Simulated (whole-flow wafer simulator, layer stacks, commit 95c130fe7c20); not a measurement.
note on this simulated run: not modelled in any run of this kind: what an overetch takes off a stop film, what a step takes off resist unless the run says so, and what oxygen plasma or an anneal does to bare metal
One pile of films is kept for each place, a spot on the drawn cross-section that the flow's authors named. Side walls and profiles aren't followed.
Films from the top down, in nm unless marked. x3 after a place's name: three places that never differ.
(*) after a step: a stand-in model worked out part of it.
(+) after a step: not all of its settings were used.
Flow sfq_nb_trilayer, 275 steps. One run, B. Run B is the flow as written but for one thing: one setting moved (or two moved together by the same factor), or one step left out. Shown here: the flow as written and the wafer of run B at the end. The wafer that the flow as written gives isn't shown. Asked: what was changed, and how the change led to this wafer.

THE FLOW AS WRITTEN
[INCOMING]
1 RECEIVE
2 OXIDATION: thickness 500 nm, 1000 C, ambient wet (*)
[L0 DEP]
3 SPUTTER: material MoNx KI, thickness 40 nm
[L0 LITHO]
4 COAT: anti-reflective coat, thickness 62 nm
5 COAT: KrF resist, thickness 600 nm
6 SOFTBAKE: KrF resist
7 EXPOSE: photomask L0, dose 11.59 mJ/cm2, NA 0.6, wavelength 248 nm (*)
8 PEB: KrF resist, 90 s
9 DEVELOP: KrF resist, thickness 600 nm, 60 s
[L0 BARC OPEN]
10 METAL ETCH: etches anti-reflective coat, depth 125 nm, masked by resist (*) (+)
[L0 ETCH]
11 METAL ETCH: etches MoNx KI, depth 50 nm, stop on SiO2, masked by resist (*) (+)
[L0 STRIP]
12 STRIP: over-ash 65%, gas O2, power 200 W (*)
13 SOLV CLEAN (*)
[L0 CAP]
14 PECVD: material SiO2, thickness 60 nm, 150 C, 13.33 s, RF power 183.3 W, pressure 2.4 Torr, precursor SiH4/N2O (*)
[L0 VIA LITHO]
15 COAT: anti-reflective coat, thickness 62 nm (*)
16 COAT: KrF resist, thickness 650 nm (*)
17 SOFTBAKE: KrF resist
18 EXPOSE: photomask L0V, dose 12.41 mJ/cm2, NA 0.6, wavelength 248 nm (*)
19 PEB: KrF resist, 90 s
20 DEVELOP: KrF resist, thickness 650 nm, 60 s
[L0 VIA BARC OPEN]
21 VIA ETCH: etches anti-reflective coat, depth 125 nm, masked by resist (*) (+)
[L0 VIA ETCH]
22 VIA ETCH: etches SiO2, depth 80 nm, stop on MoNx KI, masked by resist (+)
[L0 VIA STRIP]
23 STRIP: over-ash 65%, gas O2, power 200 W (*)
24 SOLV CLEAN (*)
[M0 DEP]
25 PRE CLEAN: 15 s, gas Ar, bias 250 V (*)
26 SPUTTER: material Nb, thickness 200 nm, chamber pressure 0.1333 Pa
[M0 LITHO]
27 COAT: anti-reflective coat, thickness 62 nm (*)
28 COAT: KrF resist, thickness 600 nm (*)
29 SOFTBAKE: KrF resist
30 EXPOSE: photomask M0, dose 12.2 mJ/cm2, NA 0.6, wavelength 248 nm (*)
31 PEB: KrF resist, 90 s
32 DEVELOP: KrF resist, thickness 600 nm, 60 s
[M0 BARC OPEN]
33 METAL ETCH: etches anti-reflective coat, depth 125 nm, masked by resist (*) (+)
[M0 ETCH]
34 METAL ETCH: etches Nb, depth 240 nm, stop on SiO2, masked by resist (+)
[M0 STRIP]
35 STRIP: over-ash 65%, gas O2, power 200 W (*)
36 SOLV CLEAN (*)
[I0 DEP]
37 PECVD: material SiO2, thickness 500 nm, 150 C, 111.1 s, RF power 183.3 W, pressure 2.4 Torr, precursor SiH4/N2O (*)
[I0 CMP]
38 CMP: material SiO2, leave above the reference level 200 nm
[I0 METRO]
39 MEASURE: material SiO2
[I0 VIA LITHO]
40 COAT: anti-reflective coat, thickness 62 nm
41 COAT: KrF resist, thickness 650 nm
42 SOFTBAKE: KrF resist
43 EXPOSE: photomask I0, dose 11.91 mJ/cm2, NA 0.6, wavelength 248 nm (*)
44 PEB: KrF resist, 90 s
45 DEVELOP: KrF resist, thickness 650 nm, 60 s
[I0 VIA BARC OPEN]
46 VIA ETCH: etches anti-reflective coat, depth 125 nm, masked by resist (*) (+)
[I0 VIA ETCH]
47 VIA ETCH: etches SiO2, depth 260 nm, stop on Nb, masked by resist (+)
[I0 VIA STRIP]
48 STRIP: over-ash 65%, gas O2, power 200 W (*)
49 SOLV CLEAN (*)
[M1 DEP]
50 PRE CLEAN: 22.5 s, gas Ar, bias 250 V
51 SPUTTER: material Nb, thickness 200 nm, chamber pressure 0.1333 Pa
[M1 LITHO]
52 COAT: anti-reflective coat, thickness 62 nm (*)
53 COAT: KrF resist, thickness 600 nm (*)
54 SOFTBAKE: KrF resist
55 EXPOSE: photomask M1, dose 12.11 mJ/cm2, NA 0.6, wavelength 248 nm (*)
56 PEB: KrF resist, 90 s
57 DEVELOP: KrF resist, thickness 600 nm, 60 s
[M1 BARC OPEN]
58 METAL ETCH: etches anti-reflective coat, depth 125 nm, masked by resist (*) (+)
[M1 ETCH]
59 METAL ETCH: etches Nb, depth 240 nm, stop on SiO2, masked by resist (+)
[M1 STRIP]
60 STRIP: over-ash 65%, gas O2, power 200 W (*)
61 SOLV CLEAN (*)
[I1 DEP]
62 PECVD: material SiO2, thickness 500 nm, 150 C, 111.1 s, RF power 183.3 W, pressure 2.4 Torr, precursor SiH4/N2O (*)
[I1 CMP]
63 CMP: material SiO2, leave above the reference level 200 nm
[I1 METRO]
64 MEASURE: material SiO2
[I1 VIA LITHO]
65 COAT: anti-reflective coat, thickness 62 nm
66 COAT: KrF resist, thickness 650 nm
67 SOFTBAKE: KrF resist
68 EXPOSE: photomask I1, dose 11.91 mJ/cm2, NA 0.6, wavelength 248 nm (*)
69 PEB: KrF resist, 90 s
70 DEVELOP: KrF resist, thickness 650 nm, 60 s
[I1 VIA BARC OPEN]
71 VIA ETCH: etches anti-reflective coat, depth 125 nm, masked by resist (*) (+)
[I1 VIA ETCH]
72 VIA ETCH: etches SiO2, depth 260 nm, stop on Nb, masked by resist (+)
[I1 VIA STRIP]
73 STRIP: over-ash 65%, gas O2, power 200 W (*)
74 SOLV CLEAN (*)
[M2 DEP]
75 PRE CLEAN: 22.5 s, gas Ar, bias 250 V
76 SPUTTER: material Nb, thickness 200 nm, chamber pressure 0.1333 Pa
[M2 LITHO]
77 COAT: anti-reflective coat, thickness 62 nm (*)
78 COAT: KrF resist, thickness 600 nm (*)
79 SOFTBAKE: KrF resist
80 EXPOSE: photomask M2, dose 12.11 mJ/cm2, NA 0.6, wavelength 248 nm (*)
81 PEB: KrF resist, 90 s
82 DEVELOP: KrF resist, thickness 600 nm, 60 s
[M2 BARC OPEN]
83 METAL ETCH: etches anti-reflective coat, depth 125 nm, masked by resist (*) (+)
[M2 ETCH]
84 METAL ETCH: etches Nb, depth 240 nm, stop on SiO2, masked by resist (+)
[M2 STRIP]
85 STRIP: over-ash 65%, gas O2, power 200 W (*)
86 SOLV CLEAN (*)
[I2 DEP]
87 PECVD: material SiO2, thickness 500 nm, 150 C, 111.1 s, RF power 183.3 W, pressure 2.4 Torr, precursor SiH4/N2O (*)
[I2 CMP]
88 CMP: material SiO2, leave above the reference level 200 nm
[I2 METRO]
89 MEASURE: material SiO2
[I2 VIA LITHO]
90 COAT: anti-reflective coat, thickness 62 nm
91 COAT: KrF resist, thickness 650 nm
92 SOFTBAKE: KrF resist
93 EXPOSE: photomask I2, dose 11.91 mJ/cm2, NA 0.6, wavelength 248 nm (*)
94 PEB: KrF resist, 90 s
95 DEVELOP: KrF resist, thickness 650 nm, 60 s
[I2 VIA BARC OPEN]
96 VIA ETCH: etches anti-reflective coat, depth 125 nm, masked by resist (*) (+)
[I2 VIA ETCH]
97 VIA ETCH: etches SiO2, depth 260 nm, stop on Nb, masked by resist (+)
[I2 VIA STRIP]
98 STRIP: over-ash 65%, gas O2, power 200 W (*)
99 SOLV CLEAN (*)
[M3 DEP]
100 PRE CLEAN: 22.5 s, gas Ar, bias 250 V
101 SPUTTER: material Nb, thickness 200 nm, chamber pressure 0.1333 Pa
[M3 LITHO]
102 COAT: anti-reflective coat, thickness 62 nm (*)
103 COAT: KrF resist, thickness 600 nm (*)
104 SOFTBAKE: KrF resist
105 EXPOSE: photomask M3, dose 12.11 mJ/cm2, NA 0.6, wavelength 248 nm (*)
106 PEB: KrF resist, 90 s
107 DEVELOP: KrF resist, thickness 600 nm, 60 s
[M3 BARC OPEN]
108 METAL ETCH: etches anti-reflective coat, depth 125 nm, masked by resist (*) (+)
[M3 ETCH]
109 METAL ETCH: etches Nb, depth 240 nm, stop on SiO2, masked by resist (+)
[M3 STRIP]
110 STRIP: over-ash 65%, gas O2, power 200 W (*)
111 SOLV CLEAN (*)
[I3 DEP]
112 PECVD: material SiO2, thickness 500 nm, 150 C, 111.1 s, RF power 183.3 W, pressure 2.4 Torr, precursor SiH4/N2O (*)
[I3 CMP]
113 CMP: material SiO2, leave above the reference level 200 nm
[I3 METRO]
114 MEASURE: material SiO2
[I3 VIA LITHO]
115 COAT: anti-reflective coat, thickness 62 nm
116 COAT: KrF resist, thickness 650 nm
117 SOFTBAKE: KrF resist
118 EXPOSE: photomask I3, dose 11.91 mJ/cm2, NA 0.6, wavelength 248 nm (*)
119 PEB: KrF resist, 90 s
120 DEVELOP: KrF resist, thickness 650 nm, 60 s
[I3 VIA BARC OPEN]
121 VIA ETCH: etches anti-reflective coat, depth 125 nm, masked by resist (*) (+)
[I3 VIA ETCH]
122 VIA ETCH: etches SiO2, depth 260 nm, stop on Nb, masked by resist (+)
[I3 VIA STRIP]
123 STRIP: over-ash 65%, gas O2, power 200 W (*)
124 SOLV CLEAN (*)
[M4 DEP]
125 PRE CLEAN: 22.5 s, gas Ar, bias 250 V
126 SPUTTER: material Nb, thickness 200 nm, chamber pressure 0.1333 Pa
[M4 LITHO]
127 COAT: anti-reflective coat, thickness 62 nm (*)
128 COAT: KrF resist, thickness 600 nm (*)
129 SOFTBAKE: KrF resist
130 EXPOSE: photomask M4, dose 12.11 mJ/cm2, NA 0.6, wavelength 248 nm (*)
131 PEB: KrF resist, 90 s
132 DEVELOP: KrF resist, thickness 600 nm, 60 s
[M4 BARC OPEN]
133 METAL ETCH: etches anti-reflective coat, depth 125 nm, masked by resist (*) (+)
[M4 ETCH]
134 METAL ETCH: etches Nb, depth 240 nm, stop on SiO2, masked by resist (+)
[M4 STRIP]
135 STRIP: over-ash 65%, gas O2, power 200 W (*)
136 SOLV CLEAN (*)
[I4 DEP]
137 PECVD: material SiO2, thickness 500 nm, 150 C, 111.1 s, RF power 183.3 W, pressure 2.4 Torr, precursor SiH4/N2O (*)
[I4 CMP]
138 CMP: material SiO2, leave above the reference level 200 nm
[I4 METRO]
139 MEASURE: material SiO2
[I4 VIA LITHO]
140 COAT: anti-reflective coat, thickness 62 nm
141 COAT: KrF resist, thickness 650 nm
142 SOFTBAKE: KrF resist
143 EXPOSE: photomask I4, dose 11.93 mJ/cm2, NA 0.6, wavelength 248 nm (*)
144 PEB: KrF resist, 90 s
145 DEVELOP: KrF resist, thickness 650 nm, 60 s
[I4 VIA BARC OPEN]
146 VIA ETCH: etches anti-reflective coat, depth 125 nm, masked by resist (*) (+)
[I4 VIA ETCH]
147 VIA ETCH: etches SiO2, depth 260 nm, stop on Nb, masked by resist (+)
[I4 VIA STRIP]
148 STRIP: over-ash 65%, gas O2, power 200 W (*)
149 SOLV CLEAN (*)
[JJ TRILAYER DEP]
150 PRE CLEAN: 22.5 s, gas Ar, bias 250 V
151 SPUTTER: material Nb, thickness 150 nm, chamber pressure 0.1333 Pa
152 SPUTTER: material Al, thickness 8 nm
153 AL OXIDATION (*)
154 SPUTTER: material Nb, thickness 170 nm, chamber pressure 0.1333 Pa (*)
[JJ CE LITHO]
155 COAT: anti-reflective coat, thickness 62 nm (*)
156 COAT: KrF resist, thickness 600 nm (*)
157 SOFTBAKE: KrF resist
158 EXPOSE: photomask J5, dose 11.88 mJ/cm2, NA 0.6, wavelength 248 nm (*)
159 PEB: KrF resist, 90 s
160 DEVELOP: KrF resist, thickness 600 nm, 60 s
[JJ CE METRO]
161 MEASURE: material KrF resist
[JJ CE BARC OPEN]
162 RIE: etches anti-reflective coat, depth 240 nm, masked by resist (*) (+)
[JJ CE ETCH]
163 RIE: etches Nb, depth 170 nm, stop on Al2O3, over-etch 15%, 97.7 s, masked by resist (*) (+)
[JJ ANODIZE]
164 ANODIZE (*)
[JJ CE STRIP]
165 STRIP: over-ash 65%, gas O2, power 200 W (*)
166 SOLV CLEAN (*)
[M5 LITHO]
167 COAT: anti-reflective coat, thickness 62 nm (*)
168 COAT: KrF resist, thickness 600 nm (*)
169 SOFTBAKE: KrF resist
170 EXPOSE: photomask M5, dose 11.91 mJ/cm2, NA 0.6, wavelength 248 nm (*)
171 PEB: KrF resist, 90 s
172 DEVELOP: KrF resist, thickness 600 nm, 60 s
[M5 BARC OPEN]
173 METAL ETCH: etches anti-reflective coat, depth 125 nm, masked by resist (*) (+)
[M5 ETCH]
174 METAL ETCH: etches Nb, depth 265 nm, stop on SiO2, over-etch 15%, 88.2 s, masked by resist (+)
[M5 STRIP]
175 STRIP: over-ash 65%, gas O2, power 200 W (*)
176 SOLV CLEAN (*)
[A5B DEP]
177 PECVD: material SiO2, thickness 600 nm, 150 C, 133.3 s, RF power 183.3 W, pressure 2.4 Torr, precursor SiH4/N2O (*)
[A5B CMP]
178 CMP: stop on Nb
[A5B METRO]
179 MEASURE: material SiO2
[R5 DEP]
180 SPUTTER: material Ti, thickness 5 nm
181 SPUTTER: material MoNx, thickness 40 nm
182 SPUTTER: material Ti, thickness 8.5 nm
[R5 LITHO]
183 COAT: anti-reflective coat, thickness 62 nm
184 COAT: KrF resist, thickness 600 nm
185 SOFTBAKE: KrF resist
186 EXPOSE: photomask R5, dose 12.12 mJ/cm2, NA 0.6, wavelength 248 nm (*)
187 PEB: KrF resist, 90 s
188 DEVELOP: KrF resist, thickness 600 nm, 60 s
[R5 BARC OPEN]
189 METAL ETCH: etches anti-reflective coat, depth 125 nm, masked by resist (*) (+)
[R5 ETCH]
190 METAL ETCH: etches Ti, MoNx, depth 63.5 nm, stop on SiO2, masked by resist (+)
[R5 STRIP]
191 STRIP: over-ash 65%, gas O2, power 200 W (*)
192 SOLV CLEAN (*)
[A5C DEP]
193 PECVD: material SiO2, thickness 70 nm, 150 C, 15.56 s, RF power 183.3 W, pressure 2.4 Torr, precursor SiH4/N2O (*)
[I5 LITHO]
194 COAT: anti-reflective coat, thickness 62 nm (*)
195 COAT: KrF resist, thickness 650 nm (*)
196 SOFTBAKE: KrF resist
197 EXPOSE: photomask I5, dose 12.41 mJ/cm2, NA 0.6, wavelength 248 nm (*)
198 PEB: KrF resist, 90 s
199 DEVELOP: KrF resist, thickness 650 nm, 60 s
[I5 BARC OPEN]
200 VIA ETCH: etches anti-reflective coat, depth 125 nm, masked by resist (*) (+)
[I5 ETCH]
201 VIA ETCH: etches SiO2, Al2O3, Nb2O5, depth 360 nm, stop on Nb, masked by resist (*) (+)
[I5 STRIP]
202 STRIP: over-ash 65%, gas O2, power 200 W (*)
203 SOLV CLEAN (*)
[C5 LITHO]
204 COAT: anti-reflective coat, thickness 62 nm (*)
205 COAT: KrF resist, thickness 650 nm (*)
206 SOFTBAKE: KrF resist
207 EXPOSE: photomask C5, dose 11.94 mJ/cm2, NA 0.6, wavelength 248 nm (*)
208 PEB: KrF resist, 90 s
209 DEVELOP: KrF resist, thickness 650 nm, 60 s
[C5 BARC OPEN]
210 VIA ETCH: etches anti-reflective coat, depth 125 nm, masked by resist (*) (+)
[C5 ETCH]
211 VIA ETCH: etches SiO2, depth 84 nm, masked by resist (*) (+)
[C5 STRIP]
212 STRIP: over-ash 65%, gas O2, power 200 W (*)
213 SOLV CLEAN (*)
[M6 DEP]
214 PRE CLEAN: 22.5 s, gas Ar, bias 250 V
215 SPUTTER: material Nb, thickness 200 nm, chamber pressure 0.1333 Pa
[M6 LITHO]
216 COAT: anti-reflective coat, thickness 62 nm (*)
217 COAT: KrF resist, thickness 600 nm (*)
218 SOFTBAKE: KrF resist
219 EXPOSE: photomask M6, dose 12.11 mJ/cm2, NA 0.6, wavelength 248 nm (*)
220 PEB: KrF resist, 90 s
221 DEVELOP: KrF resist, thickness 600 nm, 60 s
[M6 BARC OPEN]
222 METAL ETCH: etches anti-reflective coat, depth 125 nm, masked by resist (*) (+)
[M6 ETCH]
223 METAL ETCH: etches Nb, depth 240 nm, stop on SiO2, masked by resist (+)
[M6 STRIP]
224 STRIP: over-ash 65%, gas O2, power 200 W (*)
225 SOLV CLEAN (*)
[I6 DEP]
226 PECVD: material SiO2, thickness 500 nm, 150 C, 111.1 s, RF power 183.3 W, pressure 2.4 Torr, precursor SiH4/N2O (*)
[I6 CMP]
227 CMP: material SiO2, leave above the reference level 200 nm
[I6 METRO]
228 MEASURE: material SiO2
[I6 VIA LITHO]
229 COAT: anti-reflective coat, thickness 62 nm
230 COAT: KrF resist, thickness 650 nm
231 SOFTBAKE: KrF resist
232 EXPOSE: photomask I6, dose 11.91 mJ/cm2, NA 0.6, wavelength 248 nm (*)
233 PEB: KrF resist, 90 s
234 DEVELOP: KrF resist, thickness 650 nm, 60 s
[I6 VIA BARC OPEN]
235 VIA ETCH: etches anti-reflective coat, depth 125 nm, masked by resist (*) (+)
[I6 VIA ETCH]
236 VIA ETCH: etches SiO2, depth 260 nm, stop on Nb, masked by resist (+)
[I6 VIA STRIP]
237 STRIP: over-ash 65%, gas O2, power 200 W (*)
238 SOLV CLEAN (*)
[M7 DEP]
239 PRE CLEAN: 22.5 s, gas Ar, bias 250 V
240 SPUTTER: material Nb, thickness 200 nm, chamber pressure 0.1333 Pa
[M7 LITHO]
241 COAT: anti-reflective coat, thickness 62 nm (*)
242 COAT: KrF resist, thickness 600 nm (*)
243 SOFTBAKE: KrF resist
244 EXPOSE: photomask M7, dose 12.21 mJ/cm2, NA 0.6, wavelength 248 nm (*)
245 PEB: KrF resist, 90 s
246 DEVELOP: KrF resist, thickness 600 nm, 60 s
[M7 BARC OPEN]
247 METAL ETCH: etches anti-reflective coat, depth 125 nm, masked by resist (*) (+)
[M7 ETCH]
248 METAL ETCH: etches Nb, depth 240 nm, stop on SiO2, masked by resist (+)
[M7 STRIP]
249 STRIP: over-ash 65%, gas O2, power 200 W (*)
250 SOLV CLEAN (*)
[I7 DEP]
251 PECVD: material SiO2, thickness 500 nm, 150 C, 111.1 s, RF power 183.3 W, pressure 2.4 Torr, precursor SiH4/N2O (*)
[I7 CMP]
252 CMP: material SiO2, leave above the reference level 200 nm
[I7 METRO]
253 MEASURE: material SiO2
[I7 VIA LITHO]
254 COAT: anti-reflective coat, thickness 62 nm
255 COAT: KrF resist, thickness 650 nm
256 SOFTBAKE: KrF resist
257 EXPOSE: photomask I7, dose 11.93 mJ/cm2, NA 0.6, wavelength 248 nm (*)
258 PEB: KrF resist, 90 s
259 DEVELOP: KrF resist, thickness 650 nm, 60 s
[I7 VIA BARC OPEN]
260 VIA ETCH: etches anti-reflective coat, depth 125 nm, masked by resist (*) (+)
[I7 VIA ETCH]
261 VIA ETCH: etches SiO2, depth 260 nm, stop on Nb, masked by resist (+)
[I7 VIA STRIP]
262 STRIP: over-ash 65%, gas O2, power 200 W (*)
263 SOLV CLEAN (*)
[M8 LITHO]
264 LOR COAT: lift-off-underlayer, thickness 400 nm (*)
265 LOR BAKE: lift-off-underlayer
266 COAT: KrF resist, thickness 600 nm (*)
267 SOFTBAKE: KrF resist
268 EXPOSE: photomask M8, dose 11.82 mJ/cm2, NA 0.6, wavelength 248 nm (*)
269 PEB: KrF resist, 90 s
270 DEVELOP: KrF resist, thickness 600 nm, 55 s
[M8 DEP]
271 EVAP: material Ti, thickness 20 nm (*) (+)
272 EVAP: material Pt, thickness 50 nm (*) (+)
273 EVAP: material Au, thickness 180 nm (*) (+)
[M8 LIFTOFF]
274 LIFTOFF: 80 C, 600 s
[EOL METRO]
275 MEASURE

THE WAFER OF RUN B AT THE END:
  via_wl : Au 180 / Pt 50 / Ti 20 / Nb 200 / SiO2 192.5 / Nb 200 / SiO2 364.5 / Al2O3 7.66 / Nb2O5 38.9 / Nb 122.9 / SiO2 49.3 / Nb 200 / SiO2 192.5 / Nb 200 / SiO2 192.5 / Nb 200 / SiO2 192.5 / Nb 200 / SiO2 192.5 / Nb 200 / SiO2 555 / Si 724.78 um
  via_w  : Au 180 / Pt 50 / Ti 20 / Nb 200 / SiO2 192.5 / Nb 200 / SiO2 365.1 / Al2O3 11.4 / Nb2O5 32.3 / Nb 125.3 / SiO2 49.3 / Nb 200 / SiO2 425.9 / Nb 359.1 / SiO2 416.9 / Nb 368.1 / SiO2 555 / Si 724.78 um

The cause: step 147, VIA ETCH: depth 143 nm was run, where the flow has depth 260 nm.

How the change led to this, step by step:
  147 VIA ETCH: etches SiO2, depth 260 nm, stop on Nb, masked by resist (+)
      via_wl, via_w, via_wr: SiO2 -143 (as written it would be: SiO2 -199.8 (all of it))
      field_l, v_sur, via_sp and 100 more: KrF resist -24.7 (as written it would be: KrF resist -44.8)
  148 STRIP: over-ash 65%, gas O2, power 200 W (*)
      field_l, v_sur, via_sp and 100 more: KrF resist -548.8 (all of it), anti-reflective coat -62 (all of it) (as written it would be: KrF resist -528.6 (all of it), anti-reflective coat -62 (all of it))
  150 PRE CLEAN: 22.5 s, gas Ar, bias 250 V
      via_wl, via_w, via_wr: SiO2 -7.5 (as written it would be: Nb -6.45)
  151 SPUTTER: material Nb, thickness 150 nm, chamber pressure 0.1333 Pa
      via_wl, via_w, via_wr: Nb +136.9 (new film) (as written it would be: Nb +130.4)
  154 SPUTTER: material Nb, thickness 170 nm, chamber pressure 0.1333 Pa (*)
      via_wl, via_wr: Nb +150.4 (new film) (as written it would be: Nb +140.7 (new film))
      via_w: Nb +150.8 (new film) (as written it would be: Nb +141 (new film))
  155 COAT: anti-reflective coat, thickness 62 nm (*)
      via_wl, via_wr: anti-reflective coat +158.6 (new film) (as written it would be: anti-reflective coat +209.4 (new film))
      v_sur: anti-reflective coat +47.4 (new film) (as written it would be: anti-reflective coat +45.1 (new film))
      (and at 2 more places)
  156 COAT: KrF resist, thickness 600 nm (*)
      via_w: KrF resist +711 (new film) (as written it would be: KrF resist +763.8 (new film))
  160 DEVELOP: KrF resist, thickness 600 nm, 60 s
      via_w: KrF resist -709.4 (all of it) (as written it would be: KrF resist -762.1 (all of it))
  162 RIE: etches anti-reflective coat, depth 240 nm, masked by resist (*) (+)
      ce_l, c5j, ce_r, wl_jj: KrF resist -158.6 (as written it would be: KrF resist -209.4)
      via_wl, via_wr: anti-reflective coat -158.6 (all of it) (as written it would be: anti-reflective coat -209.4 (all of it))
      (and at 3 more places)
  163 RIE: etches Nb, depth 170 nm, stop on Al2O3, over-etch 15%, 97.7 s, masked by resist (*) (+)
      via_wl, via_wr: Nb -150.4 (all of it), Al2O3 -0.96 (all of it) (as written it would be: Nb -140.7 (all of it), Al2O3 -0.96 (all of it))
      via_w: Nb -150.8 (all of it), Al2O3 -0.96 (all of it) (as written it would be: Nb -141 (all of it), Al2O3 -0.96 (all of it))
  164 ANODIZE (*)
      via_w: Al2O3 +11.4 (new film), Nb2O5 +32.3 (new film), Al -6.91 (all of it), Nb -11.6 (as written it would be: Al2O3 +10.8 (new film), Nb2O5 +33.3 (new film), Al -6.54 (all of it), Nb -12)
  165 STRIP: over-ash 65%, gas O2, power 200 W (*)
      ce_l: KrF resist -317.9 (all of it), anti-reflective coat -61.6 (all of it) (as written it would be: KrF resist -266.8 (all of it), anti-reflective coat -61.4 (all of it))
      c5j: KrF resist -318 (all of it), anti-reflective coat -61.6 (all of it) (as written it would be: KrF resist -266.9 (all of it), anti-reflective coat -61.5 (all of it))
      (and at 2 more places)
  167 COAT: anti-reflective coat, thickness 62 nm (*)
      via_wl: anti-reflective coat +123.2 (new film) (as written it would be: anti-reflective coat +170.5 (new film))
      via_w: anti-reflective coat +74.9 (new film) (as written it would be: anti-reflective coat +84.1 (new film))
      (and at 1 more place)
  168 COAT: KrF resist, thickness 600 nm (*)
      via_w: KrF resist +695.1 (new film) (as written it would be: KrF resist +732.6 (new film))
  175 STRIP: over-ash 65%, gas O2, power 200 W (*)
      v_sur: KrF resist -358.7 (all of it), anti-reflective coat -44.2 (all of it) (as written it would be: KrF resist -349.2 (all of it), anti-reflective coat -44.9 (all of it))
      via_wl: KrF resist -424.6 (all of it), anti-reflective coat -123.2 (all of it) (as written it would be: KrF resist -427 (all of it), anti-reflective coat -170.5 (all of it))
      (and at 2 more places)
  178 CMP: stop on Nb
      via_wl, via_wr: SiO2 -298 (as written it would be: SiO2 -235.7)
      via_w: SiO2 -297.4 (as written it would be: SiO2 -235.2)
Counting metal films that touch as one body, via_wl has 8 bodies (between them, from the top down: SiO2 192.5; SiO2 364.5 / Al2O3 7.66 / Nb2O5 38.9; SiO2 49.3; SiO2 192.5; SiO2 192.5; SiO2 192.5; SiO2 192.5); the flow as written gives 7 bodies (between them, from the top down: SiO2 192.5; SiO2 426.8 / Al2O3 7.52 / Nb2O5 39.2; SiO2 192.5; SiO2 192.5; SiO2 192.5; SiO2 192.5).
Counting metal films that touch as one body, via_w has 6 bodies (between them, from the top down: SiO2 192.5; SiO2 365.1 / Al2O3 11.4 / Nb2O5 32.3; SiO2 49.3; SiO2 425.9; SiO2 416.9); the flow as written gives 5 bodies (between them, from the top down: SiO2 192.5; SiO2 427.3 / Al2O3 10.8 / Nb2O5 33.3; SiO2 425.9; SiO2 416.9).
